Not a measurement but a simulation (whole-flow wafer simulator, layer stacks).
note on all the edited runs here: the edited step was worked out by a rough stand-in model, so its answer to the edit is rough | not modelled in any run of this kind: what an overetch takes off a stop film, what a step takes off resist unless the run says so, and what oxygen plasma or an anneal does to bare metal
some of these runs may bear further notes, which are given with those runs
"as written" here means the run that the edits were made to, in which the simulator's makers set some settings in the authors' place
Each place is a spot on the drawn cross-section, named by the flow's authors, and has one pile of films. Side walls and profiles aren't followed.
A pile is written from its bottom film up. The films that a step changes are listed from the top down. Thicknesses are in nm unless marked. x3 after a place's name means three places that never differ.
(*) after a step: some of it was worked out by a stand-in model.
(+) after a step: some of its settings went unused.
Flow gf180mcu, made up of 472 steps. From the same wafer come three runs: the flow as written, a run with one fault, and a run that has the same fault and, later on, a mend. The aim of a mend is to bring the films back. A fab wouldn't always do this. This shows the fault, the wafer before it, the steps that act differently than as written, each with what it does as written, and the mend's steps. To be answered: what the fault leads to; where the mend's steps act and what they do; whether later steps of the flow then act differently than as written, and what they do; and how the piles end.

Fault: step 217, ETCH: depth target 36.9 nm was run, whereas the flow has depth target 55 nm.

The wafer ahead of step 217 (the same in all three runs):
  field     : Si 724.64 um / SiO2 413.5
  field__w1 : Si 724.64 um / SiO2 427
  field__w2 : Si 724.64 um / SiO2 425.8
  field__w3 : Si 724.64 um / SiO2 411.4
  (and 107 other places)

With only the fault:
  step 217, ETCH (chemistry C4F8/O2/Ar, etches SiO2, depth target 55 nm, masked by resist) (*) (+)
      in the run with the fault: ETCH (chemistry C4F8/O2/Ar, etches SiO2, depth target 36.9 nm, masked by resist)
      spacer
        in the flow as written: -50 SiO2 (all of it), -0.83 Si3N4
        in the run with the fault: -36.9 SiO2
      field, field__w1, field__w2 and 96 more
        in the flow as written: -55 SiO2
        in the run with the fault: -36.9 SiO2
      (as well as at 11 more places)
  Steps further on in the flow that do not act as written (6 other steps are not shown; they differ only slightly, by no more than 2% or 0.5 nm, whichever is larger):
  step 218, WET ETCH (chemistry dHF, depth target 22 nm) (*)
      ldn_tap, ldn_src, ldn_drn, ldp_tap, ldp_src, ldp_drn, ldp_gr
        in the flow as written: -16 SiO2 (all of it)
        in the run with the fault: -33.5 SiO2
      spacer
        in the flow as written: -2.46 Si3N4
        in the run with the fault: -13.1 SiO2 (all of it), -2.8 Si3N4
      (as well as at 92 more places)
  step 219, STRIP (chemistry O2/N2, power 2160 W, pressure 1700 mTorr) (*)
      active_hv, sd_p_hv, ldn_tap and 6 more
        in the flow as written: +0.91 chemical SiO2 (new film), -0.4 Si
        in the run with the fault: nothing
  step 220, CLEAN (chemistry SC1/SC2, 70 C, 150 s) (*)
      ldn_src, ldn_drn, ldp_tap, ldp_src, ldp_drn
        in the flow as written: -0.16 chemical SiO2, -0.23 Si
        in the run with the fault: -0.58 SiO2 (all of it)
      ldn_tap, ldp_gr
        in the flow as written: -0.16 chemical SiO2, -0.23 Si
        in the run with the fault: -0.59 SiO2 (all of it)
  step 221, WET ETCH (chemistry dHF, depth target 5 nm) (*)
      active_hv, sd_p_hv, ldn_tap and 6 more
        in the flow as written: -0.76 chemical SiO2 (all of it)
        in the run with the fault: nothing
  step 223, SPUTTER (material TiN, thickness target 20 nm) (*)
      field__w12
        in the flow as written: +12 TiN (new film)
        in the run with the fault: +12.7 TiN (new film)
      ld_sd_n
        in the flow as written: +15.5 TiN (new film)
        in the run with the fault: +16.1 TiN (new film)
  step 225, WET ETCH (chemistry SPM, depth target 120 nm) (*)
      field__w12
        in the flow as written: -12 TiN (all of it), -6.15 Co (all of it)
        in the run with the fault: -12.7 TiN (all of it), -6.44 Co (all of it)
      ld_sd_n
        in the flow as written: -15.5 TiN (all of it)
        in the run with the fault: -16.1 TiN (all of it)
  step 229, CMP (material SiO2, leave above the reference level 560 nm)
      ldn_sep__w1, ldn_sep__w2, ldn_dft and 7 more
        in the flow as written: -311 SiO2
        in the run with the fault: -318.9 SiO2
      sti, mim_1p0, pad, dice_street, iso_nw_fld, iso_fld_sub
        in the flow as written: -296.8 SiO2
        in the run with the fault: -304.7 SiO2
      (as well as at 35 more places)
  The piles end only slightly different from the flow's at the places that both follow, by no more than 2% or 0.5 nm, whichever is larger.

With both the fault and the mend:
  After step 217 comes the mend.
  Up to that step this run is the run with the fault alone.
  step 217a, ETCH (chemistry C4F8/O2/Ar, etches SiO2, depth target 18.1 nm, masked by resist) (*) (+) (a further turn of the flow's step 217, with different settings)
      field, field__w1, field__w2 and 96 more
        -18.1 SiO2
      field__w5, field__w9, field__w13 and 8 more
        -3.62 resist
      spacer
        -13.1 SiO2 (all of it), -0.83 Si3N4
  Later steps of the flow that are run all act as written at every place that is followed, up to a difference of at most 2% or 0.5 nm, whichever is larger.
  The piles end only slightly different from the flow's at the places that both follow, by no more than 2% or 0.5 nm, whichever is larger.
